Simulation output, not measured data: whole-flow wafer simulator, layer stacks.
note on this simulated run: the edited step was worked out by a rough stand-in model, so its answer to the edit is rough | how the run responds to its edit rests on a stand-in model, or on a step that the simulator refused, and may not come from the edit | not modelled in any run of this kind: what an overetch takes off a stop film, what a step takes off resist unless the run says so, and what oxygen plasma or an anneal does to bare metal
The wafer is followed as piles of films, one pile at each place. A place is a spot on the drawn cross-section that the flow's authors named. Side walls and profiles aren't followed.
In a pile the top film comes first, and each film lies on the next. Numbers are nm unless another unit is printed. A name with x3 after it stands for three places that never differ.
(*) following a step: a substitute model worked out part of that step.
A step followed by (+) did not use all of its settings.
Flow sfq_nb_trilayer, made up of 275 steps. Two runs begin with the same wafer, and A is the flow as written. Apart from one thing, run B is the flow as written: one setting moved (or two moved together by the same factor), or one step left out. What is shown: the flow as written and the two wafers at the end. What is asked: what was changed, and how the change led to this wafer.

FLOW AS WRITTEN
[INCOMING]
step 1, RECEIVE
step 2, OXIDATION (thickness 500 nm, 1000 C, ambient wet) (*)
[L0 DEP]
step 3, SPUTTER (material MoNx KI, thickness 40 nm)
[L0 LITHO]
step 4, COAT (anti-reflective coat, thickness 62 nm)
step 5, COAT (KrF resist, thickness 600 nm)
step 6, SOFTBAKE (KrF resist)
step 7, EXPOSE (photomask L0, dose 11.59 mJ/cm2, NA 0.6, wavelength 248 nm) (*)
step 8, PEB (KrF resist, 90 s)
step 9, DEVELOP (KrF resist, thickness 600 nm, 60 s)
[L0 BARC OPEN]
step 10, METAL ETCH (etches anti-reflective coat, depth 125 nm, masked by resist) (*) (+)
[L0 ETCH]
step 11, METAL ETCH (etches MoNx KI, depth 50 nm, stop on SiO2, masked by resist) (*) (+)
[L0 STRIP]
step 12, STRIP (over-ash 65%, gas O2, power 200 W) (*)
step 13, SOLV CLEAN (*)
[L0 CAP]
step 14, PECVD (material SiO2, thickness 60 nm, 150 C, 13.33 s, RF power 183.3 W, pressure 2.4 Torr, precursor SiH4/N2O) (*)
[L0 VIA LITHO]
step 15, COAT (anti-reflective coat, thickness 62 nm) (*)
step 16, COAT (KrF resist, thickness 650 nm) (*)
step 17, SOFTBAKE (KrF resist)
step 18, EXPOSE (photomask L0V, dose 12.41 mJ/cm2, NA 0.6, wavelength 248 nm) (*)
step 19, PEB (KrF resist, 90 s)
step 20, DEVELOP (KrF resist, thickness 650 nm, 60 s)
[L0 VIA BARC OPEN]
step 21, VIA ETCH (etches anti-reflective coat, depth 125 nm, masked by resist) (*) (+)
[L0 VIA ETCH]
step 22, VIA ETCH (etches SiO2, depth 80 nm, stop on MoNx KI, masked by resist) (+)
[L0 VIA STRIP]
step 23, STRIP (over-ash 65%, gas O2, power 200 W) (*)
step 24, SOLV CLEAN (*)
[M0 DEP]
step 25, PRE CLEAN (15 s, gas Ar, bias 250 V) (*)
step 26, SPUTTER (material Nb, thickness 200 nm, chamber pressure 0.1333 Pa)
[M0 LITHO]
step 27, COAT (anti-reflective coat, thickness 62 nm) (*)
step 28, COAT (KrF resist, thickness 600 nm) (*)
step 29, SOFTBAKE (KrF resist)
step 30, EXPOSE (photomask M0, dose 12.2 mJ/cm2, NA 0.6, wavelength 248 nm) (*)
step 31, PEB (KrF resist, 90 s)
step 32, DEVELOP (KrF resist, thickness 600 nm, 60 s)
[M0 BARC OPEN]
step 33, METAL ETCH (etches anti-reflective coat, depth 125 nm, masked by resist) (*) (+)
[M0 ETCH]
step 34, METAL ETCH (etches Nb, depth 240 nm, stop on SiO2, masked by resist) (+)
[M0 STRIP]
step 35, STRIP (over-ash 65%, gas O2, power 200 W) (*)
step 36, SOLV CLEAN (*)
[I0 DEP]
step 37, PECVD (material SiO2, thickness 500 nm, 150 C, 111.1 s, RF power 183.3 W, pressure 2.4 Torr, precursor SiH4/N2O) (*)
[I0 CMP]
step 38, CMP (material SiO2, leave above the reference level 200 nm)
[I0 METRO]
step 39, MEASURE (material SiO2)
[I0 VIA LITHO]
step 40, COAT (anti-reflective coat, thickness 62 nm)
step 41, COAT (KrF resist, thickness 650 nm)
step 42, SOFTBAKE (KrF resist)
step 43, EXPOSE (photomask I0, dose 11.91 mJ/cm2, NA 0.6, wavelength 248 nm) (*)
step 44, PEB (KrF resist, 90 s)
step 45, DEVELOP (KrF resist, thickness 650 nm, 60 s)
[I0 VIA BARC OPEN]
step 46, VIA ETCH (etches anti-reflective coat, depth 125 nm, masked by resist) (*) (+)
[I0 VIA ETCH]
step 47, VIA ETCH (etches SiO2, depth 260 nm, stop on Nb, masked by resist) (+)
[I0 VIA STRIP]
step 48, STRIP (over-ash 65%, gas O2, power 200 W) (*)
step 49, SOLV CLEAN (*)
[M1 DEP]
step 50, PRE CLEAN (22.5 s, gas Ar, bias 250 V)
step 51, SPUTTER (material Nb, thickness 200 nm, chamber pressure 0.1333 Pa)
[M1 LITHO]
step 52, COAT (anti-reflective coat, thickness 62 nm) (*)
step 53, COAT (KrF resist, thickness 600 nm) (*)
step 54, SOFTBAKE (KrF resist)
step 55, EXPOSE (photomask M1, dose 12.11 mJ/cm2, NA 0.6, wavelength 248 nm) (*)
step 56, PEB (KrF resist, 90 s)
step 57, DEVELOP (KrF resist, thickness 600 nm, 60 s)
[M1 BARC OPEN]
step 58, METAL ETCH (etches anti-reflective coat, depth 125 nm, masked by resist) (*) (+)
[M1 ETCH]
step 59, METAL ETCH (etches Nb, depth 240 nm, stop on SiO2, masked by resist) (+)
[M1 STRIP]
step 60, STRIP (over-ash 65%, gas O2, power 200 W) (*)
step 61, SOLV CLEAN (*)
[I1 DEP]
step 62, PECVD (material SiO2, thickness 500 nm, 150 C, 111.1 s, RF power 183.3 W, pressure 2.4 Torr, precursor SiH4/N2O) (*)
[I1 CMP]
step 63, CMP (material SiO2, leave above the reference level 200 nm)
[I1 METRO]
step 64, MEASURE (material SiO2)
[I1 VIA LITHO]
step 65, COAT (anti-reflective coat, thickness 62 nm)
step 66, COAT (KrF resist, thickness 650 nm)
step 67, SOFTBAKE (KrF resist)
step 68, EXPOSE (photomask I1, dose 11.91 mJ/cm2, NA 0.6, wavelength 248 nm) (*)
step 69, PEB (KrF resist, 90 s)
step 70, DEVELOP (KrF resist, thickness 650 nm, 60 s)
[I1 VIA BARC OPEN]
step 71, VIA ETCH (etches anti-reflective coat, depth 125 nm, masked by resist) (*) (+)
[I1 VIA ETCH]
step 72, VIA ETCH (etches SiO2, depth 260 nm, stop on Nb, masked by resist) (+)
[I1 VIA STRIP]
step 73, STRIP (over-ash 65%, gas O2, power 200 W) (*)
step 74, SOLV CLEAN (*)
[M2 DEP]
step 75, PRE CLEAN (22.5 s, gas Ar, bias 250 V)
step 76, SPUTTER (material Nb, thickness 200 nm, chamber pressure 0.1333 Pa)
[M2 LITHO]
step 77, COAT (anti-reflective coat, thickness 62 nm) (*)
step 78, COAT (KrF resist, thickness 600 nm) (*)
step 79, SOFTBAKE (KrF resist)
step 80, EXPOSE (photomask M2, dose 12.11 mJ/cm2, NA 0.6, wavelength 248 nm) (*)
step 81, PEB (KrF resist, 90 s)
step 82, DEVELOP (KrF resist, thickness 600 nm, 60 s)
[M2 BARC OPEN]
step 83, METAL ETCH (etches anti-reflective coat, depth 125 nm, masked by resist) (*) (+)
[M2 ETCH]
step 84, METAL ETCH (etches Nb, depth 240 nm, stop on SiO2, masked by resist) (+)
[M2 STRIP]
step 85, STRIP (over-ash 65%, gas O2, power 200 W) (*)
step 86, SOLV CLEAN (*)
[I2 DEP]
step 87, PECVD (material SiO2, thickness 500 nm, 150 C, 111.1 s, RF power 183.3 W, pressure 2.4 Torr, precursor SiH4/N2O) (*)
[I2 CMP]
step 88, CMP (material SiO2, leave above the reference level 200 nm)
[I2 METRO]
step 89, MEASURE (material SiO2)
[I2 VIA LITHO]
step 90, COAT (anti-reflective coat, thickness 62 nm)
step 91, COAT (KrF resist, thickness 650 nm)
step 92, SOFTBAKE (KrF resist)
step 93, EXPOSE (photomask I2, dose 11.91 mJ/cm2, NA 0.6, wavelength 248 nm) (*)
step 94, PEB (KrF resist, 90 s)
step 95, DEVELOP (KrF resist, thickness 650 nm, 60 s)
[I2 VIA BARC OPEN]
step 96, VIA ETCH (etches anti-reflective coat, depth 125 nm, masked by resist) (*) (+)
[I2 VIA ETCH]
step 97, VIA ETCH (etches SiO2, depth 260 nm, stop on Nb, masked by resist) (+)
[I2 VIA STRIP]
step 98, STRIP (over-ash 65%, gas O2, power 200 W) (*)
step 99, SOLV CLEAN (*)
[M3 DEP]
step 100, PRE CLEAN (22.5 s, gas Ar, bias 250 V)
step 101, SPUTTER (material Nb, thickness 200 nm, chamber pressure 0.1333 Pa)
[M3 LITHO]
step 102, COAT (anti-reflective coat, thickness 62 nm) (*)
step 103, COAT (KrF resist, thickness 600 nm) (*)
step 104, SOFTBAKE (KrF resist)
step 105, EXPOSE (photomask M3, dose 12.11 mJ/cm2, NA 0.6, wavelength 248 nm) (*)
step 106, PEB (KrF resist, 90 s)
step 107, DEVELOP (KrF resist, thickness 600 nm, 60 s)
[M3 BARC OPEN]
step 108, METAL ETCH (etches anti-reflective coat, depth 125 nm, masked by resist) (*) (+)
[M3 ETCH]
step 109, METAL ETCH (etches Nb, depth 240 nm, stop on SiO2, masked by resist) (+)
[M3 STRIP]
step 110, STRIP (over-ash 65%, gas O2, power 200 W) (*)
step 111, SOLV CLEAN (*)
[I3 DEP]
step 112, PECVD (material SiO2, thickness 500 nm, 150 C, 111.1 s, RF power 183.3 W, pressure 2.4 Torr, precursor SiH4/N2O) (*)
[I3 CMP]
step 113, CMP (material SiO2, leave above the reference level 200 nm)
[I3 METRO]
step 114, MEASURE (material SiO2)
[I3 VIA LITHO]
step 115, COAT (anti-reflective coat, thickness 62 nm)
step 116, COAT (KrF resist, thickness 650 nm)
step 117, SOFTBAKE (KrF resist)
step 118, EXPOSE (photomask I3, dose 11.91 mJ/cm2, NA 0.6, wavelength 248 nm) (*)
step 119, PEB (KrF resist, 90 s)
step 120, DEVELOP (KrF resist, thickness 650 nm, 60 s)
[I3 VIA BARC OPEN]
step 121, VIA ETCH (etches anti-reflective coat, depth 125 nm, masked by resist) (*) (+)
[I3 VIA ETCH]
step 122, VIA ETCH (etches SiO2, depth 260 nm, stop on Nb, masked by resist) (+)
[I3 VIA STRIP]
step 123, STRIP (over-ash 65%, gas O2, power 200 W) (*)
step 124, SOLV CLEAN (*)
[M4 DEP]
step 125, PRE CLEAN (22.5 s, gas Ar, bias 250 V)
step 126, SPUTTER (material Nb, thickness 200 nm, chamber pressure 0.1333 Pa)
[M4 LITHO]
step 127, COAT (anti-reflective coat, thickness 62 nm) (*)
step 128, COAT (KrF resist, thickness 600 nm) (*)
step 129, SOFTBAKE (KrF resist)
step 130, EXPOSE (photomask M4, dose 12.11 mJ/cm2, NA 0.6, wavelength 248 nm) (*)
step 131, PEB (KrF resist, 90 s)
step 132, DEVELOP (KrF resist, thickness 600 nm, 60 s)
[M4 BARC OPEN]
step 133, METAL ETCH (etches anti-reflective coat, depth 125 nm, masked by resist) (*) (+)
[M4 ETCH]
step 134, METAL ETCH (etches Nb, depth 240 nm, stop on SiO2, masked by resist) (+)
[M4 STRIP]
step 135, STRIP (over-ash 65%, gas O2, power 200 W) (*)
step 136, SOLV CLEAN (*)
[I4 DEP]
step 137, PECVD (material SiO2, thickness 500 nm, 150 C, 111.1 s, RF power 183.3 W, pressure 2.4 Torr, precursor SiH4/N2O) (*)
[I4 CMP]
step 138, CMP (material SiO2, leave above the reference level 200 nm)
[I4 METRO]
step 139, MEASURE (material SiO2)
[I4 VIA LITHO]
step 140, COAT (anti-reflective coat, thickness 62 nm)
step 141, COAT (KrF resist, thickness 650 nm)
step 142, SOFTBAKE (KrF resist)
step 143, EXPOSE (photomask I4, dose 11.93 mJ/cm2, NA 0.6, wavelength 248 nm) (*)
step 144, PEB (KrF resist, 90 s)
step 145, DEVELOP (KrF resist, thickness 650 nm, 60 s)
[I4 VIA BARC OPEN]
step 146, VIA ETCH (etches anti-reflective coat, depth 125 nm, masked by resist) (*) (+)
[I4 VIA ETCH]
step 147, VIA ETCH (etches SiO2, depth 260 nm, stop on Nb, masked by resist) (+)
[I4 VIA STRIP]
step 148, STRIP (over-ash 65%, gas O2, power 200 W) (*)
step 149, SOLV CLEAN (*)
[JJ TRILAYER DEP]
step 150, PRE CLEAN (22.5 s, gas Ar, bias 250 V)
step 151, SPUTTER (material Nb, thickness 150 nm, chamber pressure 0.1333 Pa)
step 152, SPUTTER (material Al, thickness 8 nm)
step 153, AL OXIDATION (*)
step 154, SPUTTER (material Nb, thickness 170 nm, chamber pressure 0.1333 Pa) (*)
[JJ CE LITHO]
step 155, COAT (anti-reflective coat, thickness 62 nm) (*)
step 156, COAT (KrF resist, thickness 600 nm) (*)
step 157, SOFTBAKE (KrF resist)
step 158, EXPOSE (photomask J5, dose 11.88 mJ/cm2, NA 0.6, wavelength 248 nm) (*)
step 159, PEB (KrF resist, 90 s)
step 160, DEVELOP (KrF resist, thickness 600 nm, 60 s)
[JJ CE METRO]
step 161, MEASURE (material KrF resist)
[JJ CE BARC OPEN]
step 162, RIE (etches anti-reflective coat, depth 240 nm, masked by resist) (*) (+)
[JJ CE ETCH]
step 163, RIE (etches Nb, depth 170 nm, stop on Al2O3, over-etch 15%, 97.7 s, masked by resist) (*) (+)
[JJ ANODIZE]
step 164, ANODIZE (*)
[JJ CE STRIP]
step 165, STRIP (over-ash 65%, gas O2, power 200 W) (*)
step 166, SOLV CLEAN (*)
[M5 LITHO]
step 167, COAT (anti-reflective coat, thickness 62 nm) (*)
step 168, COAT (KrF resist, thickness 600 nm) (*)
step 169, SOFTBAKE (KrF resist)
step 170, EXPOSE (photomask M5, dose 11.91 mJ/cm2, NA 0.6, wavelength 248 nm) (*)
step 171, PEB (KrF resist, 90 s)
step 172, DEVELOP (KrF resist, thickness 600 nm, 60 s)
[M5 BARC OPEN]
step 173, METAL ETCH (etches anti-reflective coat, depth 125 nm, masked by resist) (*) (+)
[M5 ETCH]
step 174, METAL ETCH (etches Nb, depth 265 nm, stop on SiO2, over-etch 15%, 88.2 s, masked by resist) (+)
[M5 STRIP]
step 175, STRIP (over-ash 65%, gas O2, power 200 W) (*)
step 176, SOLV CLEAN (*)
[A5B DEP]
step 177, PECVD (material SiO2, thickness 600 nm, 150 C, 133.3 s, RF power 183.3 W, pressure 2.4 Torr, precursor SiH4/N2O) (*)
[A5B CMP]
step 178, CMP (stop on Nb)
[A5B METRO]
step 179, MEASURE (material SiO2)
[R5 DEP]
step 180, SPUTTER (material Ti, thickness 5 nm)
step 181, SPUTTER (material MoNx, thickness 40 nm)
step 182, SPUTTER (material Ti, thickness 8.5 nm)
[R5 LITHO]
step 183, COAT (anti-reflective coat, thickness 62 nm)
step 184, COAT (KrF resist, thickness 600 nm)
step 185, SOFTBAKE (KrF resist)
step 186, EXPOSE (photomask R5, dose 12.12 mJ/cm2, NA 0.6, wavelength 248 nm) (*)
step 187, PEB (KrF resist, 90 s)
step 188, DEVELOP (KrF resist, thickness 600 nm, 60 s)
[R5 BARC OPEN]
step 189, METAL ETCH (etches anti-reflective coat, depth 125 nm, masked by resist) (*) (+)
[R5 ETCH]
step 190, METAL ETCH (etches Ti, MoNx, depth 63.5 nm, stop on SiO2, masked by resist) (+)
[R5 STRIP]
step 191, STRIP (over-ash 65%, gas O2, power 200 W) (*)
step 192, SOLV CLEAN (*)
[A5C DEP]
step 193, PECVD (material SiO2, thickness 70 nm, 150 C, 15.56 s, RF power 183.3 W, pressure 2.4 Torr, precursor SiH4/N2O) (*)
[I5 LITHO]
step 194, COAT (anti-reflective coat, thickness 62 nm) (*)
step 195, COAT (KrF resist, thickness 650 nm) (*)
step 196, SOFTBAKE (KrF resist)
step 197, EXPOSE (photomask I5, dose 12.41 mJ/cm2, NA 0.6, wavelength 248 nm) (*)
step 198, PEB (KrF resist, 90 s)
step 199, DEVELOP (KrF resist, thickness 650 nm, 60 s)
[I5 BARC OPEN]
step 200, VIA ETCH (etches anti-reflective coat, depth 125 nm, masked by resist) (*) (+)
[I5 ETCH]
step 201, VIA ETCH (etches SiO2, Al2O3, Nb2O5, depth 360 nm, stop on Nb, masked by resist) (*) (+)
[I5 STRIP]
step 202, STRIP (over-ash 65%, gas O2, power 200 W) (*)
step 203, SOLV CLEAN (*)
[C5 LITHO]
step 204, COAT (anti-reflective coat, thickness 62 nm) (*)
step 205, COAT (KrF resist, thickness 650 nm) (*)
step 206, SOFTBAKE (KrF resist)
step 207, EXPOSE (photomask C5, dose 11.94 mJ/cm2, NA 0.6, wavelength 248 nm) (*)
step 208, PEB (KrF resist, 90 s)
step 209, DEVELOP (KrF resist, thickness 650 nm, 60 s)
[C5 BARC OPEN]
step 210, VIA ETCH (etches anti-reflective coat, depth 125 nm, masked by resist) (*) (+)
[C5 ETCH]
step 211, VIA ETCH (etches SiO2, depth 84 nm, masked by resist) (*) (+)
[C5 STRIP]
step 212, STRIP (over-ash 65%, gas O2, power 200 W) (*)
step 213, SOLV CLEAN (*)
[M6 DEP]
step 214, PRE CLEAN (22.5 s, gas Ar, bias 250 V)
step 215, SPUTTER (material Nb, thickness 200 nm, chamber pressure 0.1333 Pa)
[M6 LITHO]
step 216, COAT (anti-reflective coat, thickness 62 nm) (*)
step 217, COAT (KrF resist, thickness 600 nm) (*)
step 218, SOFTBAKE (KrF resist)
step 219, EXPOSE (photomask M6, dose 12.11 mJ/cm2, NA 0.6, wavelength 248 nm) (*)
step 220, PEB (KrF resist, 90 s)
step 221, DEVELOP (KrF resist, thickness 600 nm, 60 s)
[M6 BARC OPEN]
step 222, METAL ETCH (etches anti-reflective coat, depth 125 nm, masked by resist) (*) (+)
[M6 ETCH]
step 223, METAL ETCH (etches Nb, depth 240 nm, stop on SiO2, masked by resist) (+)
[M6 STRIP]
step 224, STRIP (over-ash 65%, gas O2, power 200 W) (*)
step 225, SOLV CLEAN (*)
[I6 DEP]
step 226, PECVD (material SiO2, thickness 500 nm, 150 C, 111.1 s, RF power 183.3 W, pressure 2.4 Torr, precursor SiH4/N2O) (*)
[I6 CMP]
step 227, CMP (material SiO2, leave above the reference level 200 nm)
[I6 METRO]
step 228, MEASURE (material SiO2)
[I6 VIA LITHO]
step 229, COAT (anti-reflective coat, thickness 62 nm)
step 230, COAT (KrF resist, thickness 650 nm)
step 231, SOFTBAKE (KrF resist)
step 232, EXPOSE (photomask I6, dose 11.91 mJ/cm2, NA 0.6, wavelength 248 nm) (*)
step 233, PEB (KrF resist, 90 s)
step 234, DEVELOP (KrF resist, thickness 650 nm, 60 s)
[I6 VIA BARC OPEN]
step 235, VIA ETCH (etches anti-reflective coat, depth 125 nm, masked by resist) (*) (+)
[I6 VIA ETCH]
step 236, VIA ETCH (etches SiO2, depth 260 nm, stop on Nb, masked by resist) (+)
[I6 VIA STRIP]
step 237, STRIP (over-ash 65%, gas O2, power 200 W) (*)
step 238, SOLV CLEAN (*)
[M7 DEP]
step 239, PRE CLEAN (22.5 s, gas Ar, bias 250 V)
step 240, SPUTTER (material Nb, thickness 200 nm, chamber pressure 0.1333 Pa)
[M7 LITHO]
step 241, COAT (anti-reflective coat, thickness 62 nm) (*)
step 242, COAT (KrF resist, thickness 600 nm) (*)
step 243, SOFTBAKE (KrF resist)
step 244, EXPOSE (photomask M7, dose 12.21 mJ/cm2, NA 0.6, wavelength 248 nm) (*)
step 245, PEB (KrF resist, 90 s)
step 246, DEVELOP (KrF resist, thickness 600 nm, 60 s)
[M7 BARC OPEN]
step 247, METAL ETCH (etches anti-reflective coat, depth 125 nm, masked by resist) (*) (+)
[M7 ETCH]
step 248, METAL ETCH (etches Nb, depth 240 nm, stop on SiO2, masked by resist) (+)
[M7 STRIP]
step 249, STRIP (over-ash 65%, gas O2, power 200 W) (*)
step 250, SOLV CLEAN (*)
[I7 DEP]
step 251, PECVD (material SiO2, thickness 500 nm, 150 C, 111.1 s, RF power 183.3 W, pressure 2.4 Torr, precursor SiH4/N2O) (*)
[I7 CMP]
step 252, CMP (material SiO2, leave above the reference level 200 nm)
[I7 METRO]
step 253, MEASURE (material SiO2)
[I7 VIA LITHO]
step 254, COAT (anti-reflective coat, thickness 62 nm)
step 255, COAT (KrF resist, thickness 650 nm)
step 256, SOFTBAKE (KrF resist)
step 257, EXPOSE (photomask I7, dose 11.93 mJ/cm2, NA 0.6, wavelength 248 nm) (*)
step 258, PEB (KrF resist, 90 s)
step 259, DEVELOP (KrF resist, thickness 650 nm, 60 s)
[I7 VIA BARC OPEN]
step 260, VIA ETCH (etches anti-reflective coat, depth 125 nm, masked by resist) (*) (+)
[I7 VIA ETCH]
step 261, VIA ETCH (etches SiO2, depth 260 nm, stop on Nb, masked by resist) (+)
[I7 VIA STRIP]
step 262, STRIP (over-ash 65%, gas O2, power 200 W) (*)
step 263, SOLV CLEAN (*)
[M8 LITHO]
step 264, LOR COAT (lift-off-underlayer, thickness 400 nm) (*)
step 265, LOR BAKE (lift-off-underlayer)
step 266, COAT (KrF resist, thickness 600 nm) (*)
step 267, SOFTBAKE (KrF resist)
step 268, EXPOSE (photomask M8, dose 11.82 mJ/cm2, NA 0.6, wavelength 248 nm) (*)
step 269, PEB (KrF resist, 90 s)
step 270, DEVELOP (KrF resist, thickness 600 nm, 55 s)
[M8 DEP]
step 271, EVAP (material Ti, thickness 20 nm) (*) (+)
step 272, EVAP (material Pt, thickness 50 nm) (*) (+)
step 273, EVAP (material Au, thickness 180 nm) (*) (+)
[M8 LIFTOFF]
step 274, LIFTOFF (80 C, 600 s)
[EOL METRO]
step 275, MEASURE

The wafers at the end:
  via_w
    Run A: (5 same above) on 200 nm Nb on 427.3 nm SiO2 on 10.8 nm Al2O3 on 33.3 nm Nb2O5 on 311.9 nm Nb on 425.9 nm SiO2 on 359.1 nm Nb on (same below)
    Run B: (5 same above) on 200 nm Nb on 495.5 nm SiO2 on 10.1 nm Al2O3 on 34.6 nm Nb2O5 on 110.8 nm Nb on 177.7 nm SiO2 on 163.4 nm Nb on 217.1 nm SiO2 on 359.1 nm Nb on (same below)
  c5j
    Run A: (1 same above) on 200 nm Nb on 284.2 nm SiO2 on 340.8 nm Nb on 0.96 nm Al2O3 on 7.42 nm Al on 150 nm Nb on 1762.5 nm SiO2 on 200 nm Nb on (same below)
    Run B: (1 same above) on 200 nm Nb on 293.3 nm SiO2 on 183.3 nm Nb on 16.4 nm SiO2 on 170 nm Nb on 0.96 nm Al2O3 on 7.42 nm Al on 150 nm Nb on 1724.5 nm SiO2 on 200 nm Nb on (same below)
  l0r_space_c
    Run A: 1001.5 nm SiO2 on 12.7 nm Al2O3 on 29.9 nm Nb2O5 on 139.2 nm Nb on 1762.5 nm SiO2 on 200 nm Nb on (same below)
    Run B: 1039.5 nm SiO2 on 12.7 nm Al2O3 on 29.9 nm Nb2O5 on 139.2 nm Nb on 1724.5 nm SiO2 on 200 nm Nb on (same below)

Cause: step 112, PECVD: thickness 262 nm was run, though the flow has thickness 500 nm; step 112, PECVD: 58.33 s was run, where the flow has 111.1 s.

Step by step, how the change led to this:
  step 112, PECVD (material SiO2, thickness 500 nm, 150 C, 111.1 s, RF power 183.3 W, pressure 2.4 Torr, precursor SiH4/N2O) (*)
      field_l, be, be_sur and 64 more: A SiO2 gains 500 | B SiO2 gains 262
      v_sur, via_wl, via_wr and 27 more: A SiO2 gains 500 (new film) | B SiO2 gains 262 (new film)
      (also at 9 further places)
  step 113, CMP (material SiO2, leave above the reference level 200 nm)
      field_l, be, be_sur and 64 more: A SiO2 loses 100 | B nothing
      p4_g1, p4_g2, p3_s0, p3_s1, p3_s2, p3_s3, p3_s4, p3_s5: A SiO2 loses 157.1 | B nothing
      (also at 31 further places)
  step 115, COAT (anti-reflective coat, thickness 62 nm)
      p3_l1, p3_l2, p3_l3, p3_l4: A anti-reflective coat gains 62 (new film) | B anti-reflective coat gains 47 (new film)
      jj_sur, ce_l, c5j: A anti-reflective coat gains 62 (new film) | B anti-reflective coat gains 63.5 (new film)
      (also at 78 further places)
  step 116, COAT (KrF resist, thickness 650 nm)
      m0r_line_l, m6r_line_l, m7r_line_l: A KrF resist gains 650 (new film) | B KrF resist gains 677.6 (new film)
      m0r_space_l, m6r_space_l, m7r_space_l: A KrF resist gains 650 (new film) | B KrF resist gains 667 (new film)
      (also at 76 further places)
  step 120, DEVELOP (KrF resist, thickness 650 nm, 60 s)
      via_v: A KrF resist loses 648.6 (all of it) | B KrF resist loses 598.5 (all of it)
  step 121, VIA ETCH (etches anti-reflective coat, depth 125 nm, masked by resist) (*) (+)
      field_l, v_sur, via_wl and 102 more: A KrF resist loses 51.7 | B KrF resist loses 42.4
      via_v: A anti-reflective coat loses 62 (all of it), SiO2 loses 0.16 | B anti-reflective coat loses 50.9 (all of it), SiO2 loses 0.13
  step 123, STRIP (over-ash 65%, gas O2, power 200 W) (*)
      m0r_line_l, m6r_line_l, m7r_line_l: A KrF resist loses 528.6 (all of it), anti-reflective coat loses 62 (all of it) | B KrF resist loses 565.4 (all of it), anti-reflective coat loses 62.5 (all of it)
      m0r_space_l, m6r_space_l, m7r_space_l: A KrF resist loses 528.6 (all of it), anti-reflective coat loses 62 (all of it) | B KrF resist loses 554.8 (all of it), anti-reflective coat loses 79.6 (all of it)
      (also at 99 further places)
  step 126, SPUTTER (material Nb, thickness 200 nm, chamber pressure 0.1333 Pa)
      via_w: A Nb gains 200 (new film) | B Nb gains 163.4 (new film)
  step 127, COAT (anti-reflective coat, thickness 62 nm) (*)
      m0r_space_l, m0r_space_r, m6r_space_l, m6r_space_r, m7r_space_l, m7r_space_r: A anti-reflective coat gains 62 (new film) | B anti-reflective coat gains 76.5 (new film)
      p3_l1, p3_l2, p3_l3, p3_l4: A anti-reflective coat gains 62 (new film) | B anti-reflective coat gains 44.8 (new film)
      (also at 75 further places)
  step 128, COAT (KrF resist, thickness 600 nm) (*)
      m0r_line_l, m0r_line_r, m6r_line_l, m6r_line_r, m7r_line_l, m7r_line_r: A KrF resist gains 600 (new film) | B KrF resist gains 624.5 (new film)
      m0r_space_l, m0r_space_r, m6r_space_l, m6r_space_r, m7r_space_l, m7r_space_r: A KrF resist gains 600 (new film) | B KrF resist gains 618 (new film)
      (also at 70 further places)
  step 132, DEVELOP (KrF resist, thickness 600 nm, 60 s)
      m0r_line_l, m0r_line_r, m6r_line_l, m6r_line_r, m7r_line_l, m7r_line_r: A KrF resist loses 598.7 (all of it) | B KrF resist loses 623.2 (all of it)
      m0r_space_l, m0r_space_r, m6r_space_l, m6r_space_r, m7r_space_l, m7r_space_r: A KrF resist loses 598.7 (all of it) | B KrF resist loses 616.8 (all of it)
      (also at 34 further places)
  step 133, METAL ETCH (etches anti-reflective coat, depth 125 nm, masked by resist) (*) (+)
      m5r_linepad_l, m5r_linepad_r, r5r_spacepad_l, r5r_spacepad_r: A anti-reflective coat loses 62 (all of it) | B anti-reflective coat loses 125
      v_sur, via_wl, via_w and 36 more: A KrF resist loses 51.7 | B KrF resist loses 69.4
      (also at 45 further places)
  step 134, METAL ETCH (etches Nb, depth 240 nm, stop on SiO2, masked by resist) (+)
      m5r_linepad_l, m5r_linepad_r: A Nb loses 200 (all of it) | B anti-reflective coat loses 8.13 (all of it), Nb loses 200 (all of it)
      r5r_spacepad_l, r5r_spacepad_r: A Nb loses 200 (all of it) | B anti-reflective coat loses 9.07 (all of it), Nb loses 200 (all of it)
  step 135, STRIP (over-ash 65%, gas O2, power 200 W) (*)
      v_sur: A KrF resist loses 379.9 (all of it), anti-reflective coat loses 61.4 (all of it) | B KrF resist loses 291.4 (all of it), anti-reflective coat loses 41.9 (all of it)
      via_wl: A KrF resist loses 379.4 (all of it), anti-reflective coat loses 61.3 (all of it) | B KrF resist loses 299.6 (all of it), anti-reflective coat loses 35.4 (all of it)
      (also at 37 further places)
  step 137, PECVD (material SiO2, thickness 500 nm, 150 C, 111.1 s, RF power 183.3 W, pressure 2.4 Torr, precursor SiH4/N2O) (*)
      p3_s0, p3_s1, p3_s2, p3_s3, p3_s4, p3_s5: A SiO2 gains 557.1 | B SiO2 gains 695.1
      via_w: A SiO2 gains 500 (new film) | B SiO2 gains 602.4 (new film)
  step 138, CMP (material SiO2, leave above the reference level 200 nm)
      field_l, be, be_sur and 55 more: A SiO2 loses 100 | B nothing
      lsp_r, l0_sur, l0v: A SiO2 loses 91.9 | B nothing
      (also at 9 further places)
  ... another 58 steps ...
  step 274, LIFTOFF (80 C, 600 s)
      be: A Au loses 180 (all of it), Pt loses 50 (all of it), Ti loses 20 (all of it), KrF resist loses 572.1 (all of it), lift-off-underlayer loses 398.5 (all of it) | B Au loses 180 (all of it), Pt loses 50 (all of it), Ti loses 20 (all of it), KrF resist loses 600.3 (all of it), lift-off-underlayer loses 601.3 (all of it)
      be_sur: A Au loses 180 (all of it), Pt loses 50 (all of it), Ti loses 20 (all of it), KrF resist loses 572.6 (all of it), lift-off-underlayer loses 398.9 (all of it) | B Au loses 180 (all of it), Pt loses 50 (all of it), Ti loses 20 (all of it), KrF resist loses 582.7 (all of it), lift-off-underlayer loses 376.4 (all of it)
Taking metal films that touch as one body, via_w has 6 bodies (between them, from the top down: SiO2 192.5; SiO2 495.5 / Al2O3 10.1 / Nb2O5 34.6; SiO2 177.7; SiO2 217.1; SiO2 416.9); the flow as written gives 5 bodies (between them, from the top down: SiO2 192.5; SiO2 427.3 / Al2O3 10.8 / Nb2O5 33.3; SiO2 425.9; SiO2 416.9).
Taking metal films that touch as one body, c5j has 5 bodies (between them, from the top down: SiO2 293.3; SiO2 16.4; Al2O3 0.96; SiO2 1724.5); the flow as written gives 4 bodies (between them, from the top down: SiO2 284.2; Al2O3 0.96; SiO2 1762.5).
